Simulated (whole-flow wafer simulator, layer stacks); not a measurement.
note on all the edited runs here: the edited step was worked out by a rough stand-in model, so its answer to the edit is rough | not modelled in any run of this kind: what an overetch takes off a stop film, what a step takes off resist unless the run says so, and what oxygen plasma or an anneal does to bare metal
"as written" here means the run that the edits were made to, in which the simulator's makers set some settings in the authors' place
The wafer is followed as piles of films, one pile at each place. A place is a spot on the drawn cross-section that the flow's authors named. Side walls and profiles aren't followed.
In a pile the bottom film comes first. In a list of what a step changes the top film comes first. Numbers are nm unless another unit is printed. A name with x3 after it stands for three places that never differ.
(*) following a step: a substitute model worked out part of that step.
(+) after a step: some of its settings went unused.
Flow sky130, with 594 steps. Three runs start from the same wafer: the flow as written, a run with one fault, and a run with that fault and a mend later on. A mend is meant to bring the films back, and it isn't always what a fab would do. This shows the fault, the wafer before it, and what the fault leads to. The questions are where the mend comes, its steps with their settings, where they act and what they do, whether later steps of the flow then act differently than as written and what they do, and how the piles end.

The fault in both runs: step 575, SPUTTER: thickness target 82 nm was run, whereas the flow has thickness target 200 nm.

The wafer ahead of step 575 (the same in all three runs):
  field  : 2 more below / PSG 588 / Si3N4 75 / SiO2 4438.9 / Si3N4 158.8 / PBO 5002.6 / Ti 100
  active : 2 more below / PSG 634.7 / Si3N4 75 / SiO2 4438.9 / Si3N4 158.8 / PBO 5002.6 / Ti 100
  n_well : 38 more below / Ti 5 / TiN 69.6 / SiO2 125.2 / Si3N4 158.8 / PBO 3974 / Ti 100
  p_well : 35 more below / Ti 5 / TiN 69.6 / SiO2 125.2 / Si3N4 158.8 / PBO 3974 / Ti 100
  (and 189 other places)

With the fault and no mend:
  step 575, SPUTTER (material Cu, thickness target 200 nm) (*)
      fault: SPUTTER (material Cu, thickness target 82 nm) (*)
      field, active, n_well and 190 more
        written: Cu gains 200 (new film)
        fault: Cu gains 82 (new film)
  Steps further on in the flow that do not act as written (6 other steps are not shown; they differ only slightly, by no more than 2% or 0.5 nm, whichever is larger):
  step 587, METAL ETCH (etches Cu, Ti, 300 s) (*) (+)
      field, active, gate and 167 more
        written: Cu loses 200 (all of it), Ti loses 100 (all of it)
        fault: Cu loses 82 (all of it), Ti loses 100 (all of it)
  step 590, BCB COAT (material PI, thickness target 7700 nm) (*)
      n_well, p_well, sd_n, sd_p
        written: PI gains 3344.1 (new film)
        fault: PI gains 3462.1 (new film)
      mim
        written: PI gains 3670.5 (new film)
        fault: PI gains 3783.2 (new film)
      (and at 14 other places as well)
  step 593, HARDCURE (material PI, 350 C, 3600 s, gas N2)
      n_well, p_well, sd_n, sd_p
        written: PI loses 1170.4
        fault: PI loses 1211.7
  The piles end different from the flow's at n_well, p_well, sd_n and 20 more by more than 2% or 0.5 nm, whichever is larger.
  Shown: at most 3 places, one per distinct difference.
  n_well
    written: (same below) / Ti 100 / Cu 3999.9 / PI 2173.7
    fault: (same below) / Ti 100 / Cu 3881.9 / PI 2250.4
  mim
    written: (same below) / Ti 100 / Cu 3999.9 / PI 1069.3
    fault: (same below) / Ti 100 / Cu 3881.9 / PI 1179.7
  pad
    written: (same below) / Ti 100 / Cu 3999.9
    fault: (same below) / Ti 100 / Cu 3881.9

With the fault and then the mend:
  After step 575 comes the mend.
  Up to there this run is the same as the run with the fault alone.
  step 575a, SPUTTER (material Cu, thickness target 118 nm) (*) (the flow's step 575 again, with other settings)
      field, active, n_well and 190 more
        Cu gains 118
  Later steps of the flow that are run all act as written at every place that is followed.
  At every place that both follow, the piles at the end match the flow's.
